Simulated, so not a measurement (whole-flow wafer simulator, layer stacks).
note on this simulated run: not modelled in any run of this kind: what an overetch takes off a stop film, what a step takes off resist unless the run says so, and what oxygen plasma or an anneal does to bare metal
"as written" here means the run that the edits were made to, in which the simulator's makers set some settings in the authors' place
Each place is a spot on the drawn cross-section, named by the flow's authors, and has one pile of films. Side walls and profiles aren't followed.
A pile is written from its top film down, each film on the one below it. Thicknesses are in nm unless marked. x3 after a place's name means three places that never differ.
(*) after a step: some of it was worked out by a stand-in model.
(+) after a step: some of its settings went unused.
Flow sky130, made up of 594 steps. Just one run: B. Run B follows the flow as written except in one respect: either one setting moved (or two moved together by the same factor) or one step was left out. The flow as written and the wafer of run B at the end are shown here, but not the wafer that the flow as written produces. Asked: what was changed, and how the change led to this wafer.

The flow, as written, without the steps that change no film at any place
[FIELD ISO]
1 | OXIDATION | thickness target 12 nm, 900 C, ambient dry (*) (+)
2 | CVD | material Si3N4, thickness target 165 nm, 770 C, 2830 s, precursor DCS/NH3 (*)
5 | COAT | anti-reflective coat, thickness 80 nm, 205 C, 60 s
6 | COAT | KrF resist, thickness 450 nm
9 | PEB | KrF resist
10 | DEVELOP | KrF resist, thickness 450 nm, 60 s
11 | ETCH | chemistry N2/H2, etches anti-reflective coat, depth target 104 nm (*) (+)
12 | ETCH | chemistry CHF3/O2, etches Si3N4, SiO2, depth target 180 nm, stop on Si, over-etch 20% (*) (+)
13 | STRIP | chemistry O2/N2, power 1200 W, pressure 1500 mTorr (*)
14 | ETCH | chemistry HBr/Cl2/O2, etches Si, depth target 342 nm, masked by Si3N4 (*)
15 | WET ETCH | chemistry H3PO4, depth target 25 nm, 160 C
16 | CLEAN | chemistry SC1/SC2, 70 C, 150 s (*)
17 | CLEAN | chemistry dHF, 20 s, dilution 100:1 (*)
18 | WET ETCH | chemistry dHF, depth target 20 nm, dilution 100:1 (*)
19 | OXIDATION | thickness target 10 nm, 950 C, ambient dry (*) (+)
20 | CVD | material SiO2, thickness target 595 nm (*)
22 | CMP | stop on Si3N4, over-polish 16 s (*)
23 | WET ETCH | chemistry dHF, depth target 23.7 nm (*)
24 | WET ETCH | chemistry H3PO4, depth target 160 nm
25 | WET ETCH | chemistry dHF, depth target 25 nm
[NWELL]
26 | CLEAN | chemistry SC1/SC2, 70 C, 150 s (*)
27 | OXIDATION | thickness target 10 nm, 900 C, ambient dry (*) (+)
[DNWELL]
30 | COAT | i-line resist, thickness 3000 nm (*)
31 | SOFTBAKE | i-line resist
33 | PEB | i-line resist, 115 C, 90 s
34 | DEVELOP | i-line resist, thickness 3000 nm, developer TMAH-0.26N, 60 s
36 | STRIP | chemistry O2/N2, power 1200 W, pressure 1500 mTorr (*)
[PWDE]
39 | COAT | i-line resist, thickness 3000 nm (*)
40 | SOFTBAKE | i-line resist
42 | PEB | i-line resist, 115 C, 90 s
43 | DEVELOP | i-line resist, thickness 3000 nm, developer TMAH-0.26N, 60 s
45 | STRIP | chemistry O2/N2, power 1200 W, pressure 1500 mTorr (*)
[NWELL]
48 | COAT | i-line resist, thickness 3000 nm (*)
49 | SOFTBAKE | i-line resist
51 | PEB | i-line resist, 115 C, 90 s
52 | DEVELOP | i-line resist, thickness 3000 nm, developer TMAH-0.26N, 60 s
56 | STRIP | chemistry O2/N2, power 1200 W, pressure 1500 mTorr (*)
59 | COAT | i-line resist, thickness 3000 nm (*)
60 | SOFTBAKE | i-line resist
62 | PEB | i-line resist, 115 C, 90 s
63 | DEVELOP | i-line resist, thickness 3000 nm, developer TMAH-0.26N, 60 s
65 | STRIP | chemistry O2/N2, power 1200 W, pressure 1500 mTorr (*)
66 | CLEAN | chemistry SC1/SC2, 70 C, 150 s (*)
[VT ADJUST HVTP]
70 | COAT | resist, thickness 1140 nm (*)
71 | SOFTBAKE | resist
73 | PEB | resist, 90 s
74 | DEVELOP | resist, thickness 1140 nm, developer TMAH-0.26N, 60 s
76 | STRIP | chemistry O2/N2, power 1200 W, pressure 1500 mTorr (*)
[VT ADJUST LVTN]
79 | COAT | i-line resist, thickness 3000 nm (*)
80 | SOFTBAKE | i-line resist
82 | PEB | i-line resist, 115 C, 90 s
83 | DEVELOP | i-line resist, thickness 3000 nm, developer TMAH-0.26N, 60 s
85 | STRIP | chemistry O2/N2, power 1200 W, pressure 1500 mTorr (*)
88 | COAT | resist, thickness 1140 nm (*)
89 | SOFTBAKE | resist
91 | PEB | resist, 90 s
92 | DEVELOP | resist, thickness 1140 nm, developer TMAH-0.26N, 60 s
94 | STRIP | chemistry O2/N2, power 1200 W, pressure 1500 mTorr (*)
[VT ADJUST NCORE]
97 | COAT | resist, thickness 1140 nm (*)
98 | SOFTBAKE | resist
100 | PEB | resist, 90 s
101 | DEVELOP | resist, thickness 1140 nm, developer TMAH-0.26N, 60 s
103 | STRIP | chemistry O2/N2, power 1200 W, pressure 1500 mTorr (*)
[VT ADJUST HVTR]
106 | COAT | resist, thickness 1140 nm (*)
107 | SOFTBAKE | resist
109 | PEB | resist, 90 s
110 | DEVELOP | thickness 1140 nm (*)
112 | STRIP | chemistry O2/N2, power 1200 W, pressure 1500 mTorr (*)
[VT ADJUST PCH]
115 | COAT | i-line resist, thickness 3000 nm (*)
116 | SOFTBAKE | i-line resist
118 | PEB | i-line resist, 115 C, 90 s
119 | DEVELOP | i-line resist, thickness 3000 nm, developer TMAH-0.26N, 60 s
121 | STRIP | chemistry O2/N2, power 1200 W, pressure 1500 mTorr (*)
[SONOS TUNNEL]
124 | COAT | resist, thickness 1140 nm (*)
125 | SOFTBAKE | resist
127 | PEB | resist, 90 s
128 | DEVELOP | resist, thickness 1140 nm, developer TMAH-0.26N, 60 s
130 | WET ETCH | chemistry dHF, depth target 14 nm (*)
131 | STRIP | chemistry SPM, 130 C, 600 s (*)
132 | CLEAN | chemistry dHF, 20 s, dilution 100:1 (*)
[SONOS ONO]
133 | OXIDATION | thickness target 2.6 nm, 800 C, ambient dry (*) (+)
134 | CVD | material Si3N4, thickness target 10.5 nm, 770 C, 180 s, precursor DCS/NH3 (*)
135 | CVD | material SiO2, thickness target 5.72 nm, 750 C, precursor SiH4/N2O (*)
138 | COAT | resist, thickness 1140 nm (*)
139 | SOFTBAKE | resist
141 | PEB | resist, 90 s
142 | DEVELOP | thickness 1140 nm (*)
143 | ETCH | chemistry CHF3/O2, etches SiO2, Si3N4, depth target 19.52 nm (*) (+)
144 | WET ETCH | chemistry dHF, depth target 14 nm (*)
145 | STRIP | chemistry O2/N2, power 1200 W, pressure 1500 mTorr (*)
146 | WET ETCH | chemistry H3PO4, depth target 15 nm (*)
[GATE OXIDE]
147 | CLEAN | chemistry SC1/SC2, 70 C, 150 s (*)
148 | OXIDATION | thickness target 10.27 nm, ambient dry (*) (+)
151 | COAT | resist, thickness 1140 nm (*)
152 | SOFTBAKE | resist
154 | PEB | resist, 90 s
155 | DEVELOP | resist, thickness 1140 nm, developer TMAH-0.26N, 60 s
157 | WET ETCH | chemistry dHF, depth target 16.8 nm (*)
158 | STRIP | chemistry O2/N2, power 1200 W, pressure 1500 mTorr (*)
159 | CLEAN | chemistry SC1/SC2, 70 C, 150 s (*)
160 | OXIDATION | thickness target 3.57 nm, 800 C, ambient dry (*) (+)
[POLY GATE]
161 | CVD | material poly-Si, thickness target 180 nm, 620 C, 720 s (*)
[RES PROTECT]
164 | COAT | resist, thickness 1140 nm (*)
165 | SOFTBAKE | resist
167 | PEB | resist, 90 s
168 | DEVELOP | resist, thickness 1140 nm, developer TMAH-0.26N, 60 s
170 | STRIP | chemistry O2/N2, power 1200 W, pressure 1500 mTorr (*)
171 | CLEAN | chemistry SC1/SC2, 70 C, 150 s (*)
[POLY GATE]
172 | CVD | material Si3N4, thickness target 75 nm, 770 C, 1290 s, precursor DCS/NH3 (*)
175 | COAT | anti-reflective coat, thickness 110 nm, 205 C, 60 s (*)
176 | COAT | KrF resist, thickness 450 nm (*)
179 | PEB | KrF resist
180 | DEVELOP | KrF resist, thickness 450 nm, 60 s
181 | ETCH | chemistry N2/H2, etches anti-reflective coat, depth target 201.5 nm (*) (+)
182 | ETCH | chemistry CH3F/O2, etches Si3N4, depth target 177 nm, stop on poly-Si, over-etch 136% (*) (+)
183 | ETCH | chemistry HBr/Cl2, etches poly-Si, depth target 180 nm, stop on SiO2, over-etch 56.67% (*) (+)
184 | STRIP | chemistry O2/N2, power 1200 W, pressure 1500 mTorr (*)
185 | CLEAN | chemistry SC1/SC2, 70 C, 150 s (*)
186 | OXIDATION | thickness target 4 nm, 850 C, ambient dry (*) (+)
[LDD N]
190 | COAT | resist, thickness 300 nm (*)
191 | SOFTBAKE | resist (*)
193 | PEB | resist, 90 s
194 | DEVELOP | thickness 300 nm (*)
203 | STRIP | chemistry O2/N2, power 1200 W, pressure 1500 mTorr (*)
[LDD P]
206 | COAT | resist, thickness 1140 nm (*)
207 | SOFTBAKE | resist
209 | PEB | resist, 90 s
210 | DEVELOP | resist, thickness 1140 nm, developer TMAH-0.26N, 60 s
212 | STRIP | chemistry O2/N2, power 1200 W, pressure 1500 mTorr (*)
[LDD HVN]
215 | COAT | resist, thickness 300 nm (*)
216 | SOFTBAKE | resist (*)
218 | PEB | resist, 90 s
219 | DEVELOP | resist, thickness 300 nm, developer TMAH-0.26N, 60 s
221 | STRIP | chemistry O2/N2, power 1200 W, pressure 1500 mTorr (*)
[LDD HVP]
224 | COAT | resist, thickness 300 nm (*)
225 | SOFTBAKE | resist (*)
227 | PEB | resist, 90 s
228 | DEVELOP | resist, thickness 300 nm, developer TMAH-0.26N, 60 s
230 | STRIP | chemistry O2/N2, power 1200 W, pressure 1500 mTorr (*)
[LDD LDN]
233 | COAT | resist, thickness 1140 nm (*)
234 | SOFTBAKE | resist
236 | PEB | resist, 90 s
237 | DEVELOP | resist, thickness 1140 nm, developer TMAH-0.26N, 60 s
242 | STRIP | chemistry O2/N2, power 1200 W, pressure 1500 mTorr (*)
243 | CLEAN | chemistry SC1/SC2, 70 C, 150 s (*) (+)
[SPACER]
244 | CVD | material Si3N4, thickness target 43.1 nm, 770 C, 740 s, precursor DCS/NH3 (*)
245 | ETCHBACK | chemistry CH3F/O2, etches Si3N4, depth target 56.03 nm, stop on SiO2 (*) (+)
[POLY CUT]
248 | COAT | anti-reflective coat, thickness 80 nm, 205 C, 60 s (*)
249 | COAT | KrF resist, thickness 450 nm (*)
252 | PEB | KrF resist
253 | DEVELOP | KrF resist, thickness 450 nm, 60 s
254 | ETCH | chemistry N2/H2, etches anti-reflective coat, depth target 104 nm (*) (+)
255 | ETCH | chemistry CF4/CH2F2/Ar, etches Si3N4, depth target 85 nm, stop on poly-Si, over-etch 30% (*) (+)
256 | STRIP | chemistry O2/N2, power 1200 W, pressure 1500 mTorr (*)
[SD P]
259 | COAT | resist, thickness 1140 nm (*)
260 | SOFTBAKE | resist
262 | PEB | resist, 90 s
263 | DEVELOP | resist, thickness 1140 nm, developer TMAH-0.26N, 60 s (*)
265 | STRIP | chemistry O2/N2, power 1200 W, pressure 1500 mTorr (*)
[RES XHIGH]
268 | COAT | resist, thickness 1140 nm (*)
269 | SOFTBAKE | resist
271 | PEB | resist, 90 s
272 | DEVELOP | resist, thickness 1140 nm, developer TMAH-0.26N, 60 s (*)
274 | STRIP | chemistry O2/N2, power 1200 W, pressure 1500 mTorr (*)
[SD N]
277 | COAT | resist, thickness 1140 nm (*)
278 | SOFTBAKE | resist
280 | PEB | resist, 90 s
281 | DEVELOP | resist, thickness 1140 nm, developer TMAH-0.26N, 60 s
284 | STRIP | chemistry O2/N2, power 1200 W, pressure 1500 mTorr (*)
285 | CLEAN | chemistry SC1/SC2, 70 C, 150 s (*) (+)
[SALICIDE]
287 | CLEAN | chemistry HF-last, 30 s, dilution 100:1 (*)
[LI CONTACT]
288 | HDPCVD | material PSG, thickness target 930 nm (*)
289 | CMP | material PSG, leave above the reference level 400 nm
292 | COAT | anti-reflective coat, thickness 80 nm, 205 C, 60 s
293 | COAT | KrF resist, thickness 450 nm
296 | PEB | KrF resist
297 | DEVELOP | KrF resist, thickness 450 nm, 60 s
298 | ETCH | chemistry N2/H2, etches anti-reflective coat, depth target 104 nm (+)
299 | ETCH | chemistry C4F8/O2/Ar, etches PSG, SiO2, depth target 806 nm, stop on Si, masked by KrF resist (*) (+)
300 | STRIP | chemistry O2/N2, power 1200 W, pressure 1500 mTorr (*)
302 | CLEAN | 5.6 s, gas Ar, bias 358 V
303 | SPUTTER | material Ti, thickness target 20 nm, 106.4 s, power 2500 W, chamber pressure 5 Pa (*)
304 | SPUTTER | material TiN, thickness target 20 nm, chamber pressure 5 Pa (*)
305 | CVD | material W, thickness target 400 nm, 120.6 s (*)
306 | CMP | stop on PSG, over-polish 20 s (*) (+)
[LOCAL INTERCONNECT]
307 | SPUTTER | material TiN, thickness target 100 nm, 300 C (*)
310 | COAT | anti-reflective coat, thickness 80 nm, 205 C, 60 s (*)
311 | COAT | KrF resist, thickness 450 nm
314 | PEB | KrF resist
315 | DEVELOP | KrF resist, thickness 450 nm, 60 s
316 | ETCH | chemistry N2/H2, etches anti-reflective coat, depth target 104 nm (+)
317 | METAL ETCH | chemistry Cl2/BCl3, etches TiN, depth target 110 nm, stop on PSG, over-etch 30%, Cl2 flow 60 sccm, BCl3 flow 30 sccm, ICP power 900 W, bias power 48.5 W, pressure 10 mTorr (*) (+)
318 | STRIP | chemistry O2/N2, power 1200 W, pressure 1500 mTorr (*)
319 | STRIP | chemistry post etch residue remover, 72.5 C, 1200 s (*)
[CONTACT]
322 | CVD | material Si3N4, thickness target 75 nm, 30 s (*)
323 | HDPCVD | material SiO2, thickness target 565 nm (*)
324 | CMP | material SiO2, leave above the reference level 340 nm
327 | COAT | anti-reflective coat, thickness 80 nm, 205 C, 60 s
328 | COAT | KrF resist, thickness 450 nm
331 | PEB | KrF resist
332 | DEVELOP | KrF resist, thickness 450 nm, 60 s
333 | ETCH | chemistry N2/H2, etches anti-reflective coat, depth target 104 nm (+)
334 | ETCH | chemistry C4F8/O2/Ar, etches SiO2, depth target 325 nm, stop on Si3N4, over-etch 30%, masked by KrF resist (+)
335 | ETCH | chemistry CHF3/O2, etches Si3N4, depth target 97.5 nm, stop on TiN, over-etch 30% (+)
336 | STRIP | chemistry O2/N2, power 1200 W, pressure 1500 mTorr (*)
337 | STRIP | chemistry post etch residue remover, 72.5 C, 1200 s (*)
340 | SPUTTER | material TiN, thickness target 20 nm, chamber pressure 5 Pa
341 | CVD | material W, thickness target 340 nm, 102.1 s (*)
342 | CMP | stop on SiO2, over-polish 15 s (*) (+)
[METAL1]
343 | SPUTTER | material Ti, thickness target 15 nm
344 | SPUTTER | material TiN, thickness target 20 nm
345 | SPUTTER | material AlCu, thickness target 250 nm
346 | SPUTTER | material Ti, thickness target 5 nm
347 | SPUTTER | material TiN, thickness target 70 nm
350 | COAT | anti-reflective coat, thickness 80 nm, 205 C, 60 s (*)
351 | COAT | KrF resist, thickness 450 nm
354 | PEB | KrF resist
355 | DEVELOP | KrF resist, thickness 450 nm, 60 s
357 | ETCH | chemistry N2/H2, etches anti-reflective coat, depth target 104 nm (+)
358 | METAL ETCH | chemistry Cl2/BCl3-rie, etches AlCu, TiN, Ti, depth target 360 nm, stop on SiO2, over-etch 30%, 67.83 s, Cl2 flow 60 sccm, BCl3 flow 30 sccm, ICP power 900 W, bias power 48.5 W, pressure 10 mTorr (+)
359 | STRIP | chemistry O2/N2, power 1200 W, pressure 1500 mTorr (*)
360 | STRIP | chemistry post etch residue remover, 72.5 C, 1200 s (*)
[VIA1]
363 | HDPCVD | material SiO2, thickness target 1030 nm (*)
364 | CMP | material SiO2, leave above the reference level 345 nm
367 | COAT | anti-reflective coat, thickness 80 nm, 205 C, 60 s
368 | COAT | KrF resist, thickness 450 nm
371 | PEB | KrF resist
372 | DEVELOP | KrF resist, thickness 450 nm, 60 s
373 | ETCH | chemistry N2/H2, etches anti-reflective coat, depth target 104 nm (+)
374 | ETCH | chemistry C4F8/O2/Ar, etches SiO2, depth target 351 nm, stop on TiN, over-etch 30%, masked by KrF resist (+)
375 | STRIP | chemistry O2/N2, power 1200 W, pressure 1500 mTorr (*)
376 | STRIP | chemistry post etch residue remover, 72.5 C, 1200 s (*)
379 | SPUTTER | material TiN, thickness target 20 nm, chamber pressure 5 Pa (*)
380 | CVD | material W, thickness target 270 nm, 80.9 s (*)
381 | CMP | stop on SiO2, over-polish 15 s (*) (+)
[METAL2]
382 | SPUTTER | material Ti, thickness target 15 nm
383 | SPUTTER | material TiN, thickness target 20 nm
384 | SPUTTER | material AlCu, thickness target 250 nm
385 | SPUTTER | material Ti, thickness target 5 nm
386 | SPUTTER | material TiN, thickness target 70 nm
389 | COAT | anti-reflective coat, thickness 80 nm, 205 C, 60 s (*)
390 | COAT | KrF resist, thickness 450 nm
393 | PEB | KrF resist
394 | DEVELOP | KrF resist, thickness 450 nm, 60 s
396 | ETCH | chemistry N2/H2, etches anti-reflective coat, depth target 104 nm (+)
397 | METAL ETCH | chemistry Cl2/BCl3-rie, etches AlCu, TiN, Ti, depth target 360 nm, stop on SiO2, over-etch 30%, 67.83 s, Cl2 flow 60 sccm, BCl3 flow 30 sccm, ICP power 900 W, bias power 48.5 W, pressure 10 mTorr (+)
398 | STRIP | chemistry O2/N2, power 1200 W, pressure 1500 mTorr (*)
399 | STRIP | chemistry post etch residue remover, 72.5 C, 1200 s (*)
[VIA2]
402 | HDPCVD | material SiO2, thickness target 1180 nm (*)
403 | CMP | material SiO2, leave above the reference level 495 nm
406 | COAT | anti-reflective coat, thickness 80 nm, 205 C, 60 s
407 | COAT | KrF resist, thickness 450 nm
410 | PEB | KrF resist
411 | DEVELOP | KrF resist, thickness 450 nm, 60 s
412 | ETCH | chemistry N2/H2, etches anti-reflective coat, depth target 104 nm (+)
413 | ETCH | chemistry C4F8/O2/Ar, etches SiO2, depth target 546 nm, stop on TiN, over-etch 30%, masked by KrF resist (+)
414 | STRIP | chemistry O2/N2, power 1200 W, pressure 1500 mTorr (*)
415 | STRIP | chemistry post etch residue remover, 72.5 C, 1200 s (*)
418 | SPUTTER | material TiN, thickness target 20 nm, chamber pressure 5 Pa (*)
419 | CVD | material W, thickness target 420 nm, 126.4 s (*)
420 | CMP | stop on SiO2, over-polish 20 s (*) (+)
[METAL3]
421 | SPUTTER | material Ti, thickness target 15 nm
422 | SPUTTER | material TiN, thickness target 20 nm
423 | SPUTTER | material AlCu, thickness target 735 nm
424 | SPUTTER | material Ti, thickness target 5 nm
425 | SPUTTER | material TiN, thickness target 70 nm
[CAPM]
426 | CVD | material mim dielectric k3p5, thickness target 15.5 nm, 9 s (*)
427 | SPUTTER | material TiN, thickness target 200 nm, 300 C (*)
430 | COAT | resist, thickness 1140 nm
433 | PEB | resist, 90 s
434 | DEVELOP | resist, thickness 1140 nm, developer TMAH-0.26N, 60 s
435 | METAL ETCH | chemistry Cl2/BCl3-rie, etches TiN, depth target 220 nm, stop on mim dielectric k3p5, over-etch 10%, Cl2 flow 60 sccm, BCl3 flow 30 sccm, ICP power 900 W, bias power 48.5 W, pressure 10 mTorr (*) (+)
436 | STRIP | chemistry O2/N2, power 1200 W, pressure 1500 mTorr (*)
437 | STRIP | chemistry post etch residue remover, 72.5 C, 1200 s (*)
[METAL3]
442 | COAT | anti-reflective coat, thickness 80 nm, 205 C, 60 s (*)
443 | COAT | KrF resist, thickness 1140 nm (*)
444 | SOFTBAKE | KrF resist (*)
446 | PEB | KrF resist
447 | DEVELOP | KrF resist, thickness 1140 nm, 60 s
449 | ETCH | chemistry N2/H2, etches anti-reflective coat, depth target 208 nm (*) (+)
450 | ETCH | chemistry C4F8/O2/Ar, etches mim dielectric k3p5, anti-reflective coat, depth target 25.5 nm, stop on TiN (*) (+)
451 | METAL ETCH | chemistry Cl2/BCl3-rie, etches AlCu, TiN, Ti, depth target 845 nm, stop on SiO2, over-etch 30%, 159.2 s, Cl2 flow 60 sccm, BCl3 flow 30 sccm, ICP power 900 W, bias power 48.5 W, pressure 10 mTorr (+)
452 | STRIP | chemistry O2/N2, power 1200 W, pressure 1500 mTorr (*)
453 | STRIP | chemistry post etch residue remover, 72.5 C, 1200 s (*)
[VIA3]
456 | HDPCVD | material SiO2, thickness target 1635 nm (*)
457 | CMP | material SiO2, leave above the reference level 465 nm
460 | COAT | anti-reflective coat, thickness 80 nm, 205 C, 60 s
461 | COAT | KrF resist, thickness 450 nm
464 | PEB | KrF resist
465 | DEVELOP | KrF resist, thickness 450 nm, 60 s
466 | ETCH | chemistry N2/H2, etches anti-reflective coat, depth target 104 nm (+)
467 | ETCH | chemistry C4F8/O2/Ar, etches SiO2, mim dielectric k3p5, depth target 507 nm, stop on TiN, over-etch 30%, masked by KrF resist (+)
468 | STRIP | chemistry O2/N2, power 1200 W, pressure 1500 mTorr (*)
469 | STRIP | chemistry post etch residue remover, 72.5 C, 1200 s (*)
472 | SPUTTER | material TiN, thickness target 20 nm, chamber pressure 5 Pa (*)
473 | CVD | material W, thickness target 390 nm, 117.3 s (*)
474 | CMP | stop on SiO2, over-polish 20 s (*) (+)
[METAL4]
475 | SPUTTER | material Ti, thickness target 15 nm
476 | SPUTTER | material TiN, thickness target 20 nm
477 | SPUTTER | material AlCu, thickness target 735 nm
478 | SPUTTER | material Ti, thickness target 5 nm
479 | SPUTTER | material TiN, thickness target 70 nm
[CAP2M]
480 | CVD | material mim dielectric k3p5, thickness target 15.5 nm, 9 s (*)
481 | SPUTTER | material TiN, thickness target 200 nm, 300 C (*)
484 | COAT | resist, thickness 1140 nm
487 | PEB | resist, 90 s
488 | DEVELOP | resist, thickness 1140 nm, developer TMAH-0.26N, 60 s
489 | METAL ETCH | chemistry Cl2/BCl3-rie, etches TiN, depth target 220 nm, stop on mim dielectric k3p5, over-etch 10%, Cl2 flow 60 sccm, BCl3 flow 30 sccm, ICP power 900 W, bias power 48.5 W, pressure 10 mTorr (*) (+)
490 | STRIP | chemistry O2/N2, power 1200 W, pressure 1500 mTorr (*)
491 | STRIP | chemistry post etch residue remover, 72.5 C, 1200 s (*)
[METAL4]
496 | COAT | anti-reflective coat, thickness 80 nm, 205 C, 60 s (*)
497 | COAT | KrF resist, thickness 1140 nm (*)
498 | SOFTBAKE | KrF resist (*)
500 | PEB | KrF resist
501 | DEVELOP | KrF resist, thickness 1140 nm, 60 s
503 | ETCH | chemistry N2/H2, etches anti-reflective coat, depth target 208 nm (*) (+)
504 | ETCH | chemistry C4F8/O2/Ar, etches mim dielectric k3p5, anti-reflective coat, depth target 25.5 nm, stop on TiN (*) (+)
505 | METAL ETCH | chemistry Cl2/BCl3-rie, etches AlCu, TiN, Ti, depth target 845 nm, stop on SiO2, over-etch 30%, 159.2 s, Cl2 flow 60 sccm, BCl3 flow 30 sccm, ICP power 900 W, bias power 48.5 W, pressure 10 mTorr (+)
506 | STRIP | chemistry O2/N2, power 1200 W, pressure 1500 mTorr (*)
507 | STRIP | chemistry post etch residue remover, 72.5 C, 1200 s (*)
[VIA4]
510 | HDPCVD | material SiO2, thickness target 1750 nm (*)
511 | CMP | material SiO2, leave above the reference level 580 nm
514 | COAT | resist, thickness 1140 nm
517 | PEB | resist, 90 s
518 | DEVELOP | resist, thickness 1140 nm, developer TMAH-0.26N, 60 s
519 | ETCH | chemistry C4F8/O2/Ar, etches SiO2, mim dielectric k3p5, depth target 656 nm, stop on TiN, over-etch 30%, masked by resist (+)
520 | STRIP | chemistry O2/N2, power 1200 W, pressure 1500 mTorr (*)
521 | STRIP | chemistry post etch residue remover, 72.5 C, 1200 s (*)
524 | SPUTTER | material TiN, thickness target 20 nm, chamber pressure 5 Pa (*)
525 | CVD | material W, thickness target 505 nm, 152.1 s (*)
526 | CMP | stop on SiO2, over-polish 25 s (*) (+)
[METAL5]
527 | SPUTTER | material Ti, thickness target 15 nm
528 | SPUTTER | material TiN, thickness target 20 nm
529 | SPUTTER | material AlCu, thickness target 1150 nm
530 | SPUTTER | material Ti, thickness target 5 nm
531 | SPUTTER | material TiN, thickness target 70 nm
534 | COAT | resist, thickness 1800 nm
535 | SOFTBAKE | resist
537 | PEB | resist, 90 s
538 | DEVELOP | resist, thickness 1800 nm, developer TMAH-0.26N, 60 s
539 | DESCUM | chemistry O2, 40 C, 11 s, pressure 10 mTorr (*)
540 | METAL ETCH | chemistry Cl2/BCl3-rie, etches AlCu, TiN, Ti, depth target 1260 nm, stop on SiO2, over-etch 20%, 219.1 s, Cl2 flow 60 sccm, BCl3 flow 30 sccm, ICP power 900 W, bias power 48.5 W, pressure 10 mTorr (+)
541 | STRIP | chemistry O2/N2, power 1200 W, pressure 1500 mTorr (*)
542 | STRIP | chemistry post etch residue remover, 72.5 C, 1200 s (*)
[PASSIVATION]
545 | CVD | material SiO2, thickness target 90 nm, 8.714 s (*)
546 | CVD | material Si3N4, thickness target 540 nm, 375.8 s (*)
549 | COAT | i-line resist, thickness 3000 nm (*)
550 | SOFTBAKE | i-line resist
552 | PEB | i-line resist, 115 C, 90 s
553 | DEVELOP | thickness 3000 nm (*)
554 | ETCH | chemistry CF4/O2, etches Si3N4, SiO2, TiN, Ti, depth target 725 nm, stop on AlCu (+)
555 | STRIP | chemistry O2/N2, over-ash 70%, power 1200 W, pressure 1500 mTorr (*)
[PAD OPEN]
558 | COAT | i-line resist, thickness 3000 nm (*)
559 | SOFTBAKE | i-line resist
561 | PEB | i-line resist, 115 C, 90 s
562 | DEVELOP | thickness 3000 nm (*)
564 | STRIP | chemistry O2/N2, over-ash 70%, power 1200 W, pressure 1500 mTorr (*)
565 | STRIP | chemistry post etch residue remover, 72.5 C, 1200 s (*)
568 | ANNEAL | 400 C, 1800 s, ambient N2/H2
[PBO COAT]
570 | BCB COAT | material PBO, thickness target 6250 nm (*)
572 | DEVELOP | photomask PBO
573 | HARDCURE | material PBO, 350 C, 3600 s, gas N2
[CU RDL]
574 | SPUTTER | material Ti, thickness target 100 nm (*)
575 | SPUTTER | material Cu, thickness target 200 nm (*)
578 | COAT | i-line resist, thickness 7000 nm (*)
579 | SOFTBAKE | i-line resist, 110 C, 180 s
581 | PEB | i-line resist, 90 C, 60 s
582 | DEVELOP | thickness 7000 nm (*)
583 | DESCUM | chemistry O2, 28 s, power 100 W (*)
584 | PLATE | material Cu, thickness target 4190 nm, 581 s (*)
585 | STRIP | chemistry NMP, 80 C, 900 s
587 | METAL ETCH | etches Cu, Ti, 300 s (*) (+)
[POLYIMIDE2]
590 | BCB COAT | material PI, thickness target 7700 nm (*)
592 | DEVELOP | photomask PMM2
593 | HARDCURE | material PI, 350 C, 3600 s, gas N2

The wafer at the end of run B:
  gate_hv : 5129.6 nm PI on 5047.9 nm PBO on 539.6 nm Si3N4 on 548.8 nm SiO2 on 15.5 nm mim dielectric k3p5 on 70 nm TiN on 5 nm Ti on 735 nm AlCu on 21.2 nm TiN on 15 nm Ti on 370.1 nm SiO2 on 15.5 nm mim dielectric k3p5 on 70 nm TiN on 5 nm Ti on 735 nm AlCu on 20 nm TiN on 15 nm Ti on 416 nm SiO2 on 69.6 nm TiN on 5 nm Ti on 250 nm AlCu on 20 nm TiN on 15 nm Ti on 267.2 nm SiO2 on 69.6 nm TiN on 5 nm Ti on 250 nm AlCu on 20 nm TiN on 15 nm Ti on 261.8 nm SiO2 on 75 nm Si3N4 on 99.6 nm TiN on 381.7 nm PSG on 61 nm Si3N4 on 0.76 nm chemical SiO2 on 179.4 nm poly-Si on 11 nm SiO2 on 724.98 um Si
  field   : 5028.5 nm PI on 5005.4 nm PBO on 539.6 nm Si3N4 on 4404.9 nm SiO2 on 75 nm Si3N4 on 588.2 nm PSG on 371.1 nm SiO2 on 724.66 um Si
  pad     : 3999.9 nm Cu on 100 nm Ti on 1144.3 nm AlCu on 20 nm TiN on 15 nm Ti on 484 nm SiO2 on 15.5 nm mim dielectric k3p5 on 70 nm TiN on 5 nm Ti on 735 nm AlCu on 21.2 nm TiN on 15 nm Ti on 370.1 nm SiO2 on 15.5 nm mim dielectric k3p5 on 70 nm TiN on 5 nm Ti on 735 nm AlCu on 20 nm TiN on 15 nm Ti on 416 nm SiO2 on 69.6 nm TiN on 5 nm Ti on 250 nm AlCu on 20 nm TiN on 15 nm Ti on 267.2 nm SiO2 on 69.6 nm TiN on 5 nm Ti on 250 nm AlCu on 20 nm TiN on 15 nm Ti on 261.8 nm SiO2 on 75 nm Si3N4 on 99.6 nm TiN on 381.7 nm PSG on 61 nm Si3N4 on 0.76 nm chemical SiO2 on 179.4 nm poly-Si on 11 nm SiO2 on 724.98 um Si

What caused this: step 476, SPUTTER: thickness target 21.2 nm was run, though the flow has thickness target 20 nm.
One can read it off the wafer: gate_hv has TiN 21.2, and step 476 as written asks for 20 nm.

How this came from the change, step by step:
  476 | SPUTTER | material TiN, thickness target 20 nm
      field, active, n_well and 189 more: +21.2 TiN (new film) (as written it would have been: +20 TiN (new film))
  505 | METAL ETCH | chemistry Cl2/BCl3-rie, etches AlCu, TiN, Ti, depth target 845 nm, stop on SiO2, over-etch 30%, 159.2 s, Cl2 flow 60 sccm, BCl3 flow 30 sccm, ICP power 900 W, bias power 48.5 W, pressure 10 mTorr (+)
      field, active, gate and 70 more: -70 TiN (all of it), -5 Ti (all of it), -735 AlCu (all of it), -21.2 TiN (all of it), -15 Ti (all of it), -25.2 SiO2 (as written it would have been: -70 TiN (all of it), -5 Ti (all of it), -735 AlCu (all of it), -20 TiN (all of it), -15 Ti (all of it), -25.4 SiO2)
      vpp_iso1, mim_edge_plate, m1_ln and 12 more: -70 TiN (all of it), -5 Ti (all of it), -735 AlCu (all of it), -21.2 TiN (all of it), -15 Ti (all of it), -25.2 SiO2 (as written it would have been: -70 TiN (all of it), -5 Ti (all of it), -735 AlCu (all of it), -20 TiN (all of it), -15 Ti (all of it), -25.3 SiO2)
